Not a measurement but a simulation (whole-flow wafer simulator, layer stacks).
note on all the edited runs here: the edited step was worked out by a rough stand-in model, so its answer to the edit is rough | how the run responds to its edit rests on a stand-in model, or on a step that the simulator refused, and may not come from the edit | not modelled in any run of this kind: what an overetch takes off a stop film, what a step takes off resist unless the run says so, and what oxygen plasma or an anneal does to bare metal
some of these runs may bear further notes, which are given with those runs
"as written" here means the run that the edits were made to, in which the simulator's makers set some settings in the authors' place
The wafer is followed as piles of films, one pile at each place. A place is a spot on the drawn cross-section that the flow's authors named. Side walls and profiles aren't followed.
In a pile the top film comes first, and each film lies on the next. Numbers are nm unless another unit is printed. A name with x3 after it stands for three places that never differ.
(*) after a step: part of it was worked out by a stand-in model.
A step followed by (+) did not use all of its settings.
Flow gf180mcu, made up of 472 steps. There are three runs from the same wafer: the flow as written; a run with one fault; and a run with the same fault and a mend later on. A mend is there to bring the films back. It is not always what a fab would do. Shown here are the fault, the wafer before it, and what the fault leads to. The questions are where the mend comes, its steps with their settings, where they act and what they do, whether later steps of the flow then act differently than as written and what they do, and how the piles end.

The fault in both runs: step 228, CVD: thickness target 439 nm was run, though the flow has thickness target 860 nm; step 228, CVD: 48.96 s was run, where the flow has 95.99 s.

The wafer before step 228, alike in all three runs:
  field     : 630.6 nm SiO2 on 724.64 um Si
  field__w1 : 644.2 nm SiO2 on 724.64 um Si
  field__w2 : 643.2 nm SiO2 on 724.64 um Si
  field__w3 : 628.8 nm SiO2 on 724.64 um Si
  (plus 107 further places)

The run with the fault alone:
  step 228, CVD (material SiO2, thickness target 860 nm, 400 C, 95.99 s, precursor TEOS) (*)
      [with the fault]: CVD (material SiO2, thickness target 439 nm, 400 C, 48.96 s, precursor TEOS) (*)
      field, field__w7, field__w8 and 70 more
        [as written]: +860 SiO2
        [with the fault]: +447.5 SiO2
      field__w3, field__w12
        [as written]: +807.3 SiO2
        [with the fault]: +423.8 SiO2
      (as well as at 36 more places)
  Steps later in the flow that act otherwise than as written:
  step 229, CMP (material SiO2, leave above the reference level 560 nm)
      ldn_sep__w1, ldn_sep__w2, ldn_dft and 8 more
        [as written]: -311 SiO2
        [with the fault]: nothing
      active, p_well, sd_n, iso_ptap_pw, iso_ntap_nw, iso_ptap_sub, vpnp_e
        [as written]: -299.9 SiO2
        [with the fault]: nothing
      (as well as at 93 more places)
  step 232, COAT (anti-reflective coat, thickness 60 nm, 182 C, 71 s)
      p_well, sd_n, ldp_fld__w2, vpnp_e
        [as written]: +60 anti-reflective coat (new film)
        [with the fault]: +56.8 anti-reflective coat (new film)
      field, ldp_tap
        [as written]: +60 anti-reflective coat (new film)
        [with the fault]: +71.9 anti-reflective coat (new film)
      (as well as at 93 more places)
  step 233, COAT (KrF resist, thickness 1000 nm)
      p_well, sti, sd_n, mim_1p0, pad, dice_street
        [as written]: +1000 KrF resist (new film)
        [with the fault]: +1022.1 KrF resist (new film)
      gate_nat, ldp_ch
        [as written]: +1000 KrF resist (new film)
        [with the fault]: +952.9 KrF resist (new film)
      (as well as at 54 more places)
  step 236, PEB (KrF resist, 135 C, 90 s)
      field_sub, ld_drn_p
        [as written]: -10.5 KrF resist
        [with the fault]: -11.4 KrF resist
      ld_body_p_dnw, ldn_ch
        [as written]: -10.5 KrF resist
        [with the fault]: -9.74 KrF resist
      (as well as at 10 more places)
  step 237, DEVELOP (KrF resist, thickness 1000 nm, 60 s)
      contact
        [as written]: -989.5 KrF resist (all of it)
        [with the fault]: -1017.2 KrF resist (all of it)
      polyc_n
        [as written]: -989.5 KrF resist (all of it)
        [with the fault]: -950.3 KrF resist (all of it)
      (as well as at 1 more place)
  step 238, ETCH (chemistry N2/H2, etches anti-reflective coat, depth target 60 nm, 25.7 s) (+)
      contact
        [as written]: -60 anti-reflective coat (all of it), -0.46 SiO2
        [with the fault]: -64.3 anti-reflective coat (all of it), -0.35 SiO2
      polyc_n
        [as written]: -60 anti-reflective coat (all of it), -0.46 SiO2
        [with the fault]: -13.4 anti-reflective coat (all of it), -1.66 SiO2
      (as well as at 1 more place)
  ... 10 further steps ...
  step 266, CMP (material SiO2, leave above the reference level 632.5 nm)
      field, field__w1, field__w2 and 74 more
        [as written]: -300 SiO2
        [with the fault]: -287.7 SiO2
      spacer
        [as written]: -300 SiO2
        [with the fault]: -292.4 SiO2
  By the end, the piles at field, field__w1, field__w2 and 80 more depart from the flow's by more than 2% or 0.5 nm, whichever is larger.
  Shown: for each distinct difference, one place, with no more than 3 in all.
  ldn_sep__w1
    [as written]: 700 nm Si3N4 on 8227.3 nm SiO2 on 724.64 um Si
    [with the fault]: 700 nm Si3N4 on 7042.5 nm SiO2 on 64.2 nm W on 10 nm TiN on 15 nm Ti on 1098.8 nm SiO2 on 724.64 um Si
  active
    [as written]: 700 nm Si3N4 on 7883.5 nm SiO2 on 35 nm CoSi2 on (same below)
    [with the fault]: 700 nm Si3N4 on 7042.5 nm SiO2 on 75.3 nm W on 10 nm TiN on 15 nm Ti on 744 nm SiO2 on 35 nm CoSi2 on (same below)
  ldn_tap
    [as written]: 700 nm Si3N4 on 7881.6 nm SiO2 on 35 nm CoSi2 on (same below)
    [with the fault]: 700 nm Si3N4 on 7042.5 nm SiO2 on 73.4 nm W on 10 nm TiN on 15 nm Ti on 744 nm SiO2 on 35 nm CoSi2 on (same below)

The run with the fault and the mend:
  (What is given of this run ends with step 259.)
  The mend follows step 228.
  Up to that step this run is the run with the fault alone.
  step 228a, CVD (material SiO2, thickness target 421 nm, 400 C, 46.99 s, precursor TEOS) (*) (the flow's step 228, run once more with other settings)
      field, field__w7, field__w8 and 72 more
        +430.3 SiO2
      field__w1, contact
        +422.1 SiO2
      field__w3, field__w12
        +405.3 SiO2
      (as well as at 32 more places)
  Steps later in the flow that act otherwise than as written:
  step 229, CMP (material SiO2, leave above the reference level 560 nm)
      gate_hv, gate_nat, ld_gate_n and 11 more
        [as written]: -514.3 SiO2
        [with the mend]: -532.1 SiO2
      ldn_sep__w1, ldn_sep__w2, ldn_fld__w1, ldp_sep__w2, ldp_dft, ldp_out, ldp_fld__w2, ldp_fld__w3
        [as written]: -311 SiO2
        [with the mend]: -328.8 SiO2
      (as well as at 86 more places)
  The piles after step 259 are the same as the flow's at every place that both follow.
